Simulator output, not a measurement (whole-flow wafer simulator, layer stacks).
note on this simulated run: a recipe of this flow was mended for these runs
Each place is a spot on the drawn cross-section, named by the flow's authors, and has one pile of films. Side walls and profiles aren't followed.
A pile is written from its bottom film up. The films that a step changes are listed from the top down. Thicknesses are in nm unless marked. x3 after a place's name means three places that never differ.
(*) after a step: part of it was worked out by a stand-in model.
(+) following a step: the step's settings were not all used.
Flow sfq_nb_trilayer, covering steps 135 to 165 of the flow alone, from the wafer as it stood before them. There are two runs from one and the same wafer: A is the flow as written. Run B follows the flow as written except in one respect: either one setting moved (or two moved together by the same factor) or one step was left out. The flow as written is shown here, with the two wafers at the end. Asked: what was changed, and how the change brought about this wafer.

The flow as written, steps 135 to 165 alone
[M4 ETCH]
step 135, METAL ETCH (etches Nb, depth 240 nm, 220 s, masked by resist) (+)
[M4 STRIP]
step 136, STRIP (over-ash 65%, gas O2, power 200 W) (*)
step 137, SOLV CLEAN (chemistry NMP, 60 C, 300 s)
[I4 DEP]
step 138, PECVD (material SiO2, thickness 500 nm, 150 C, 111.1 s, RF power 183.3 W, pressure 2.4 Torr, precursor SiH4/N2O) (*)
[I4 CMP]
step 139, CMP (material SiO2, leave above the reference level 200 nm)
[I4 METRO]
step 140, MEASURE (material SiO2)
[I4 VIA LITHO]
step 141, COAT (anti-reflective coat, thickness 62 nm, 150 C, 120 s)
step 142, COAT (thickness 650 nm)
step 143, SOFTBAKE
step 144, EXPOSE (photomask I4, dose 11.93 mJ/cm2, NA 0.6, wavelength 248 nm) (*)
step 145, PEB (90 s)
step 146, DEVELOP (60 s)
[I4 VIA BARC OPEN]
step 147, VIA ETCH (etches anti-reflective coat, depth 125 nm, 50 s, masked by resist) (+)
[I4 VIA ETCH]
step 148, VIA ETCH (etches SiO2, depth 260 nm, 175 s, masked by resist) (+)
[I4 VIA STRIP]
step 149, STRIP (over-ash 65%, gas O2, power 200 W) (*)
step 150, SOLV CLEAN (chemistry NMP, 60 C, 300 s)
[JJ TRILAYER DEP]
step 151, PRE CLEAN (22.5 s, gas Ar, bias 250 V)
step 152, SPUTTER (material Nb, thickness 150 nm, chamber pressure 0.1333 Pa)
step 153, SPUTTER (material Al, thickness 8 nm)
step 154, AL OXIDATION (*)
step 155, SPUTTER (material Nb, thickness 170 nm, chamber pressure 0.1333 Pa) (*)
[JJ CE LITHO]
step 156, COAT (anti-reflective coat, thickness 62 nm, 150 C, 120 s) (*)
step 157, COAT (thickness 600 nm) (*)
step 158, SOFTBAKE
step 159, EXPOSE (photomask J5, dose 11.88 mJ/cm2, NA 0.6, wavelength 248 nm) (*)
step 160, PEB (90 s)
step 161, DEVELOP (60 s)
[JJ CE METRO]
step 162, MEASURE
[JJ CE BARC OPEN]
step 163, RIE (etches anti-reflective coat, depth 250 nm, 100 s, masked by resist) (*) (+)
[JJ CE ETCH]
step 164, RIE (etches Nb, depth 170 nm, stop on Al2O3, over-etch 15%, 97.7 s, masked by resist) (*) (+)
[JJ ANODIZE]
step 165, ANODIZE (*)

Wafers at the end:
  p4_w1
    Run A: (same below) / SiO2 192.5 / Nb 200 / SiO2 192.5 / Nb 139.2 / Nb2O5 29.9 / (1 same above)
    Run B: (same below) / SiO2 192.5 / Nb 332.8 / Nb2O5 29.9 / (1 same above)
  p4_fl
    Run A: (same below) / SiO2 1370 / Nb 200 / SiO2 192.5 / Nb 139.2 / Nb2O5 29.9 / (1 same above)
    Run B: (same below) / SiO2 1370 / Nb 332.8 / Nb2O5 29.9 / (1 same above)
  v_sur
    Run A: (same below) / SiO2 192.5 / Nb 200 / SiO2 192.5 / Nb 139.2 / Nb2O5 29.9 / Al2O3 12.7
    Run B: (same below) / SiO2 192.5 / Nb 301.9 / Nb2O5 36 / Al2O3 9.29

The reason: step 136, STRIP: over-ash 65%, gas O2, power 200 W (*), was omitted.

How this came from the change, step by step:
  step 138, PECVD (material SiO2, thickness 500 nm, 150 C, 111.1 s, RF power 183.3 W, pressure 2.4 Torr, precursor SiH4/N2O) (*)
      p3_s0, p3_s1, p3_s2, p3_s3, p3_s4, p3_s5: A +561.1 SiO2 | B +500 SiO2
      lsp_r, l0_sur, l0v: A +491.7 SiO2 | B +471.7 SiO2
      (also at 1 further place)
  step 139, CMP (material SiO2, leave above the reference level 200 nm)
      p4_fl, p4_fm, p4_w1 and 26 more: A -300 SiO2 | B -500 SiO2 (all of it), -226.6 KrF-resist-other-grade
      ln_m5, lsp_m, ln_m6: A -300 SiO2 | B -500 SiO2 (all of it), -226.3 KrF-resist-other-grade
      (also at 31 further places)
  step 148, VIA ETCH (etches SiO2, depth 260 nm, 175 s, masked by resist) (+)
      via_wl, via_w, via_wr: A -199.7 SiO2 (all of it), -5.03 Nb | B -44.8 KrF-resist-other-grade
  step 149, STRIP (over-ash 65%, gas O2, power 200 W) (*)
      p4_fl, p4_fm, p4_w1 and 26 more: A -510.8 KrF-resist-other-grade (all of it), -62 anti-reflective coat (all of it) | B -510.8 KrF-resist-other-grade (all of it), -62 anti-reflective coat (all of it), -138 KrF-resist-other-grade (all of it), -62 anti-reflective coat (all of it)
      ln_m5, lsp_m, ln_m6: A -510.8 KrF-resist-other-grade (all of it), -62 anti-reflective coat (all of it) | B -510.8 KrF-resist-other-grade (all of it), -62 anti-reflective coat (all of it), -137.7 KrF-resist-other-grade (all of it), -62.3 anti-reflective coat (all of it)
      (also at 7 further places)
  step 151, PRE CLEAN (22.5 s, gas Ar, bias 250 V)
      v_sur, via_sp, via_v and 33 more: A -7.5 SiO2 | B -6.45 Nb
  step 152, SPUTTER (material Nb, thickness 150 nm, chamber pressure 0.1333 Pa)
      via_sp, p4_fl, p4_fm and 27 more: A +150 Nb (new film) | B +150 Nb
      ln_m5, ln_m6: A +150 Nb (new film) | B +129 Nb
      (also at 7 further places)
  step 153, SPUTTER (material Al, thickness 8 nm)
      ln_m5, ln_m6: A +8 Al (new film) | B +6.73 Al (new film)
      v_sur: A +8 Al (new film) | B +6.21 Al (new film)
      (also at 5 further places)
  step 155, SPUTTER (material Nb, thickness 170 nm, chamber pressure 0.1333 Pa) (*)
      ln_m5, ln_m6: A +170 Nb (new film) | B +140.3 Nb (new film)
      v_sur: A +170 Nb (new film) | B +127.6 Nb (new film)
      (also at 5 further places)
  step 156, COAT (anti-reflective coat, thickness 62 nm, 150 C, 120 s) (*)
      wl_c_m6, m0r_space_l, m0r_space_r, m6r_space_l x2, m6r_space_r x2: A +62 anti-reflective coat (new film) | B +44.6 anti-reflective coat (new film)
      m0r_line_l x3, m0r_line_r x3: A +62 anti-reflective coat (new film) | B +75.9 anti-reflective coat (new film)
      (also at 85 further places)
  step 157, COAT (thickness 600 nm) (*)
      m0r_line_l x3, m0r_line_r x3: A +600 KrF-resist-other-grade (new film) | B +552.4 KrF-resist-other-grade (new film)
      m0r_space_l, m0r_space_r, m6r_space_l x2, m6r_space_r x2: A +600 KrF-resist-other-grade (new film) | B +572.7 KrF-resist-other-grade (new film)
      (also at 76 further places)
  step 160, PEB (90 s)
      via_v: A -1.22 KrF-resist-other-grade | B -1.87 KrF-resist-other-grade
  step 161, DEVELOP (60 s)
      m0r_line_l x3, m0r_line_r x3: A -598.7 KrF-resist-other-grade (all of it) | B -551.2 KrF-resist-other-grade (all of it)
      m0r_space_l, m0r_space_r, m6r_space_l x2, m6r_space_r x2: A -598.7 KrF-resist-other-grade (all of it) | B -571.5 KrF-resist-other-grade (all of it)
      (also at 72 further places)
  step 163, RIE (etches anti-reflective coat, depth 250 nm, 100 s, masked by resist) (*) (+)
      wl_c_m6, m0r_space_l, m0r_space_r, m6r_space_l x2, m6r_space_r x2: A -62 anti-reflective coat (all of it) | B -44.6 anti-reflective coat (all of it)
      m0r_line_l x3, m0r_line_r x3: A -62 anti-reflective coat (all of it) | B -75.9 anti-reflective coat (all of it)
      (also at 81 further places)
  step 164, RIE (etches Nb, depth 170 nm, stop on Al2O3, over-etch 15%, 97.7 s, masked by resist) (*) (+)
      ln_m5, ln_m6: A -170 Nb (all of it), -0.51 Al2O3 | B -140.3 Nb (all of it), -0.96 Al2O3 (all of it)
      v_sur: A -170 Nb (all of it), -0.51 Al2O3 | B -127.6 Nb (all of it), -0.96 Al2O3 (all of it)
      (also at 5 further places)
  step 165, ANODIZE (*)
      ln_m5, ln_m6: A +12.2 Al2O3, +29.9 Nb2O5 (new film), -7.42 Al (all of it), -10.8 Nb | B +10.2 Al2O3 (new film), +34.5 Nb2O5 (new film), -6.15 Al (all of it), -12.4 Nb
      v_sur: A +12.2 Al2O3, +29.9 Nb2O5 (new film), -7.42 Al (all of it), -10.8 Nb | B +9.29 Al2O3 (new film), +36 Nb2O5 (new film), -5.63 Al (all of it), -13 Nb
      (also at 5 further places)
Taking metal films that touch as one body, p4_w1 has 3 bodies (between them, from the top down: SiO2 192.5; SiO2 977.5); the flow as written gives 4 bodies (between them, from the top down: SiO2 192.5; SiO2 192.5; SiO2 977.5).
Taking metal films that touch as one body, p4_fl has 2 bodies (between them, from the top down: SiO2 1370); the flow as written gives 3 bodies (between them, from the top down: SiO2 192.5; SiO2 1370).
Taking metal films that touch as one body, v_sur has 5 bodies (between them, from the top down: SiO2 192.5; SiO2 192.5; SiO2 192.5; SiO2 192.5); the flow as written gives 6 bodies (between them, from the top down: SiO2 192.5; SiO2 192.5; SiO2 192.5; SiO2 192.5; SiO2 192.5).
